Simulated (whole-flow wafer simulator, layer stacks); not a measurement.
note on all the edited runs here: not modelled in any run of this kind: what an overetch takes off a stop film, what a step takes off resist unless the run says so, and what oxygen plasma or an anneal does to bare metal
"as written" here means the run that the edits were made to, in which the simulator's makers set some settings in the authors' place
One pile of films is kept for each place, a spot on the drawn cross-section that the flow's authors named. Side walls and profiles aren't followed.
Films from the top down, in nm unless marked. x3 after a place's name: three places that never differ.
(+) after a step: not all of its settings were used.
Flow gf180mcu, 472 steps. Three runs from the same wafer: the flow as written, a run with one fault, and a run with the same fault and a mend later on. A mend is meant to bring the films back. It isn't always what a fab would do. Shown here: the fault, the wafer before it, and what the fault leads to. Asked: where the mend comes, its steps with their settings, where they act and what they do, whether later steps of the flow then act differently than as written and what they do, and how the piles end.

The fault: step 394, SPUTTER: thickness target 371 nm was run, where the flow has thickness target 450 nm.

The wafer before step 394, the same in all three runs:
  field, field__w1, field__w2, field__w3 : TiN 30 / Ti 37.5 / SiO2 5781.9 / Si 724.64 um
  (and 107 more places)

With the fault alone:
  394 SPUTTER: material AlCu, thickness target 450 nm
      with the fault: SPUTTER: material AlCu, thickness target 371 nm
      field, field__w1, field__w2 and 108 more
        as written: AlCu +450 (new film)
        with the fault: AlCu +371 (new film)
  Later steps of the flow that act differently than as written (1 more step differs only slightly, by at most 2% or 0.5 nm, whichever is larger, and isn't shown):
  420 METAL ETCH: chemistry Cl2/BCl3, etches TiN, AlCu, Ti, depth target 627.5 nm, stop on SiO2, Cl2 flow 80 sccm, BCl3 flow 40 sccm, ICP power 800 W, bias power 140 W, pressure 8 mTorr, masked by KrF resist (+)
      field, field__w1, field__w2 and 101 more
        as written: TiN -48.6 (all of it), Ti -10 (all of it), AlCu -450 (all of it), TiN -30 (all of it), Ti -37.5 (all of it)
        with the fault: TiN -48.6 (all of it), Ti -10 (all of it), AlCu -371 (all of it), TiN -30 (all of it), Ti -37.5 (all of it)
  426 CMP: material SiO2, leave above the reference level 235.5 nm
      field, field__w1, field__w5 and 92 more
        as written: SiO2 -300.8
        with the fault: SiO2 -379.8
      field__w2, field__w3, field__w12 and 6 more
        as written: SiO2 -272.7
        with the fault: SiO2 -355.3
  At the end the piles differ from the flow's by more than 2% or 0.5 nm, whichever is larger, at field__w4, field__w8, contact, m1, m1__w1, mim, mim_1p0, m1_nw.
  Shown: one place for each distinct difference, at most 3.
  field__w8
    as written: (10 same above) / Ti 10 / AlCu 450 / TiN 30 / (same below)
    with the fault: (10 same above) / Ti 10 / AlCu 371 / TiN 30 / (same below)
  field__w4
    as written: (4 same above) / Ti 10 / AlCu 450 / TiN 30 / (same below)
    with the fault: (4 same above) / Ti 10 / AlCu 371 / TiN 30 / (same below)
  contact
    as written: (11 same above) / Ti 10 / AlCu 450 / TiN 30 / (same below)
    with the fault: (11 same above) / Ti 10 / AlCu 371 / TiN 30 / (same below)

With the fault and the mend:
  The mend comes after step 394.
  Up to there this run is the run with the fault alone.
  394a SPUTTER: material AlCu, thickness target 79 nm (the flow's step 394 once more, with other settings)
      field, field__w1, field__w2 and 108 more
        AlCu +79
  No later step of the flow acts differently than as written at any place that is followed.
  At the end the piles are the same as the flow's at every place that both follow.
